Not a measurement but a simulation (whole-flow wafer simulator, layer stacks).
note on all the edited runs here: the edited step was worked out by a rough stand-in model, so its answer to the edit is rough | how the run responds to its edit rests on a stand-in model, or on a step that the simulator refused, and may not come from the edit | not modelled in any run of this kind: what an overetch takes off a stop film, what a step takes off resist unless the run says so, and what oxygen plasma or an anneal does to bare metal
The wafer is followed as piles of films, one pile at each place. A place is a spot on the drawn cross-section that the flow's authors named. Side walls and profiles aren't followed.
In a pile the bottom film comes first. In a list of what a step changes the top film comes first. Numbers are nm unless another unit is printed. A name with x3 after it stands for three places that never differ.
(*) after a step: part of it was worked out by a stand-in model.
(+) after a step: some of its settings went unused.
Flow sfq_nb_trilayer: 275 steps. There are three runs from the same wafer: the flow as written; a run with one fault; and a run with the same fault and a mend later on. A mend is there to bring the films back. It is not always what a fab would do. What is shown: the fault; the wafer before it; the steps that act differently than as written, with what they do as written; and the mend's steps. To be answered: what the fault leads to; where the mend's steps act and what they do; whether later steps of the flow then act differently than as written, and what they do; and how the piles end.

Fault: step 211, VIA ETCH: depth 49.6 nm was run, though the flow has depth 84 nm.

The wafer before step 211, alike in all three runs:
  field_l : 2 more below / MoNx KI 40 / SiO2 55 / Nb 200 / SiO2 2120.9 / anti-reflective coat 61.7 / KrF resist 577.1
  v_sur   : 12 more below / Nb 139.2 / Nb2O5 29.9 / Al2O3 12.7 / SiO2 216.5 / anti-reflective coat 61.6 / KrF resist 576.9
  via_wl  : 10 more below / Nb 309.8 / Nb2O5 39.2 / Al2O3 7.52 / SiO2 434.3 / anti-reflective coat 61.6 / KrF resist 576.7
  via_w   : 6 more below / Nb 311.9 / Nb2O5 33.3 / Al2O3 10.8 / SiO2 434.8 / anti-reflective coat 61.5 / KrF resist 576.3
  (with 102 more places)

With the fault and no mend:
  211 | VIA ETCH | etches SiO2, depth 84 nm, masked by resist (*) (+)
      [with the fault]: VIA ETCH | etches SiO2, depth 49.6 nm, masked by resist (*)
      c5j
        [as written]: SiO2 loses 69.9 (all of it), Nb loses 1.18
        [with the fault]: SiO2 loses 49.6
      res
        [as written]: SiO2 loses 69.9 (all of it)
        [with the fault]: SiO2 loses 49.6
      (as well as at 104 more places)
  Steps later in the flow that act otherwise than as written (5 other steps are not shown; they differ only slightly, by no more than 2% or 0.5 nm, whichever is larger):
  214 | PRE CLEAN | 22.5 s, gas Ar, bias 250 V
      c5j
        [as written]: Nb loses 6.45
        [with the fault]: SiO2 loses 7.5
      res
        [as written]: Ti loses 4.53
        [with the fault]: SiO2 loses 7.5
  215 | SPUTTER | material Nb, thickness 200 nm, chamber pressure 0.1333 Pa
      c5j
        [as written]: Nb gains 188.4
        [with the fault]: Nb gains 194.4 (new film)
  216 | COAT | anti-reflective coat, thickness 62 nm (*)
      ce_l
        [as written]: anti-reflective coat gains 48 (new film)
        [with the fault]: anti-reflective coat gains 53.3 (new film)
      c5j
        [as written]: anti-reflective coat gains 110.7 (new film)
        [with the fault]: anti-reflective coat gains 96.3 (new film)
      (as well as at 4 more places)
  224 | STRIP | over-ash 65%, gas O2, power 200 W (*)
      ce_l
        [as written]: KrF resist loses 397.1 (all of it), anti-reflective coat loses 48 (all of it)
        [with the fault]: KrF resist loses 393.9 (all of it), anti-reflective coat loses 53.3 (all of it)
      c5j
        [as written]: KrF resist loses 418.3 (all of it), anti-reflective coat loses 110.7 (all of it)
        [with the fault]: KrF resist loses 408.8 (all of it), anti-reflective coat loses 96.3 (all of it)
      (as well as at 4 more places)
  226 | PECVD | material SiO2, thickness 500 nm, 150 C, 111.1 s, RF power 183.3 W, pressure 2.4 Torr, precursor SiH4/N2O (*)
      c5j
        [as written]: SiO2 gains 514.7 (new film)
        [with the fault]: SiO2 gains 500 (new film)
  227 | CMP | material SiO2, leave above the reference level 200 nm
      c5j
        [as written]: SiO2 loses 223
        [with the fault]: SiO2 loses 234.7
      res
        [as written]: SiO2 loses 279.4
        [with the fault]: SiO2 loses 300
  At c5j, res, the piles at the end differ from the flow's by more than 2% or 0.5 nm, whichever is larger.
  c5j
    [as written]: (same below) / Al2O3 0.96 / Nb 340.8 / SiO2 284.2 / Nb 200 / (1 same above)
    [with the fault]: (same below) / Al2O3 0.96 / Nb 160 / SiO2 12.8 / Nb 194.4 / SiO2 257.8 / Nb 200 / (1 same above)
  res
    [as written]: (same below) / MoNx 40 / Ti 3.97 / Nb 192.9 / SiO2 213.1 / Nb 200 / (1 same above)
    [with the fault]: (same below) / MoNx 40 / Ti 8.5 / SiO2 12.8 / Nb 196.3 / SiO2 192.5 / Nb 200 / (1 same above)

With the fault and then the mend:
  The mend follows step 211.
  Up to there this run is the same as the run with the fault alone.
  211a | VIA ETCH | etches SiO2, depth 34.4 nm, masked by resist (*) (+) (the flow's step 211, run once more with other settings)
      field_l, v_sur, via_wl and 101 more
        KrF resist loses 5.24
      c5j
        SiO2 loses 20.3 (all of it), Nb loses 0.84
      res
        SiO2 loses 20.3 (all of it)
  Later steps of the flow that are run all act as written at every place that is followed, up to a difference of at most 2% or 0.5 nm, whichever is larger.
  When the end is reached, the piles differ only a little from the flow's at the places that both follow, at most by 2% or 0.5 nm, whichever is larger.
